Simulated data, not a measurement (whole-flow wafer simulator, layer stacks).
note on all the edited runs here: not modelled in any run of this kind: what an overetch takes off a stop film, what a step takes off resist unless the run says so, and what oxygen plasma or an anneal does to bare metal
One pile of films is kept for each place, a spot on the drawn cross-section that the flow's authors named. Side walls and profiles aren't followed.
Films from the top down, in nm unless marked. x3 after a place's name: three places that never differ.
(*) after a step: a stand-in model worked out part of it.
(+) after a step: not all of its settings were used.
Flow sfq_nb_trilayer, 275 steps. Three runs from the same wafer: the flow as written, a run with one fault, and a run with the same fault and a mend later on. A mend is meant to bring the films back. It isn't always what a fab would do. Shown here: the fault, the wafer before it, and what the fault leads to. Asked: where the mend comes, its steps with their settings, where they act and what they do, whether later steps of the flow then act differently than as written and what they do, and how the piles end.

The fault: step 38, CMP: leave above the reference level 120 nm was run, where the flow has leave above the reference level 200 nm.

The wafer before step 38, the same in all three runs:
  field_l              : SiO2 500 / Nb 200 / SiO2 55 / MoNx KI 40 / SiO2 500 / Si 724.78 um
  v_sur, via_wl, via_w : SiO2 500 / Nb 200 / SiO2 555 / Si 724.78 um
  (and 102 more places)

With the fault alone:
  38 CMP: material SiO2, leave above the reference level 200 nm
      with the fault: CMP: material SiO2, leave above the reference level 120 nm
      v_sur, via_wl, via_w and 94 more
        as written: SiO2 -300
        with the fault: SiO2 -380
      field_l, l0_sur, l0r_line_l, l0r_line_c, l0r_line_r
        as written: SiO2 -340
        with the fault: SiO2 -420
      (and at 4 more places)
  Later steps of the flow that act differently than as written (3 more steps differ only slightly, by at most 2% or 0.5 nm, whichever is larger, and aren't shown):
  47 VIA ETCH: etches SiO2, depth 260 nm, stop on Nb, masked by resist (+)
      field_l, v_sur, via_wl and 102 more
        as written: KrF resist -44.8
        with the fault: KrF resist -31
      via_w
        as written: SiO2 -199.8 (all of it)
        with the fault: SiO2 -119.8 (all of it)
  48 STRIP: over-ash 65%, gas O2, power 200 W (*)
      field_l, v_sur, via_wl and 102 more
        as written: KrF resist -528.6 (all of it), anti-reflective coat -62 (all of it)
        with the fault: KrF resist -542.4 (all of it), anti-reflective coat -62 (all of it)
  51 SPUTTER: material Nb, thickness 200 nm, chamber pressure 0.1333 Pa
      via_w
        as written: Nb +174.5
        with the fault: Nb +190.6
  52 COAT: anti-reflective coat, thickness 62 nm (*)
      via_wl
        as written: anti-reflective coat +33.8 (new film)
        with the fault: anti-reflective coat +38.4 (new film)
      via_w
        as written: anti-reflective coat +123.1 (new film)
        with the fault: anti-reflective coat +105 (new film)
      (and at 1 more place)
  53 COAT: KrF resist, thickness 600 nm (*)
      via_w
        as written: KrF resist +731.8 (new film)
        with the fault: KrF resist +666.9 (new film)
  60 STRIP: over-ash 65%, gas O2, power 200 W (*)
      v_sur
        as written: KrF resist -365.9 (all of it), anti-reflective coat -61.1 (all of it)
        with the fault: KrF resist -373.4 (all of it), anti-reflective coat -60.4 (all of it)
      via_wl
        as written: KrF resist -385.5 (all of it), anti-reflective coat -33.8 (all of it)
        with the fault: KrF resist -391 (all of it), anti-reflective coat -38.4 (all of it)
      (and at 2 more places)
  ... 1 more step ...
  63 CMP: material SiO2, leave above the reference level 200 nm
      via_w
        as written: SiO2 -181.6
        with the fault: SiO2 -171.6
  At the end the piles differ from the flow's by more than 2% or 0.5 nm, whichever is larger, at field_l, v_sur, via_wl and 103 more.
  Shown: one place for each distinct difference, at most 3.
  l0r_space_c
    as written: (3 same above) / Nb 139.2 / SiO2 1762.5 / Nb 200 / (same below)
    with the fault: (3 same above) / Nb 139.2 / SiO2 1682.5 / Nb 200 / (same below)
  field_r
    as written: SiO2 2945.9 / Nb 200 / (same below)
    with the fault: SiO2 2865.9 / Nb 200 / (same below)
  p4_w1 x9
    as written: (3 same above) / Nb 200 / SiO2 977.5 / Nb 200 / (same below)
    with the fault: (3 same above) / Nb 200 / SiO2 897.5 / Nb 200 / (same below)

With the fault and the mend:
  The mend comes after step 39.
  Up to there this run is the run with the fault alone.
  39a PECVD: material SiO2, thickness 80 nm, 150 C, 17.78 s, RF power 183.3 W, pressure 2.4 Torr, precursor SiH4/N2O (the flow's step 37 once more, with other settings)
      field_l, v_sur, via_wl and 103 more
        SiO2 +80
  No later step of the flow acts differently than as written at any place that is followed.
  At the end the piles are the same as the flow's at every place that both follow.
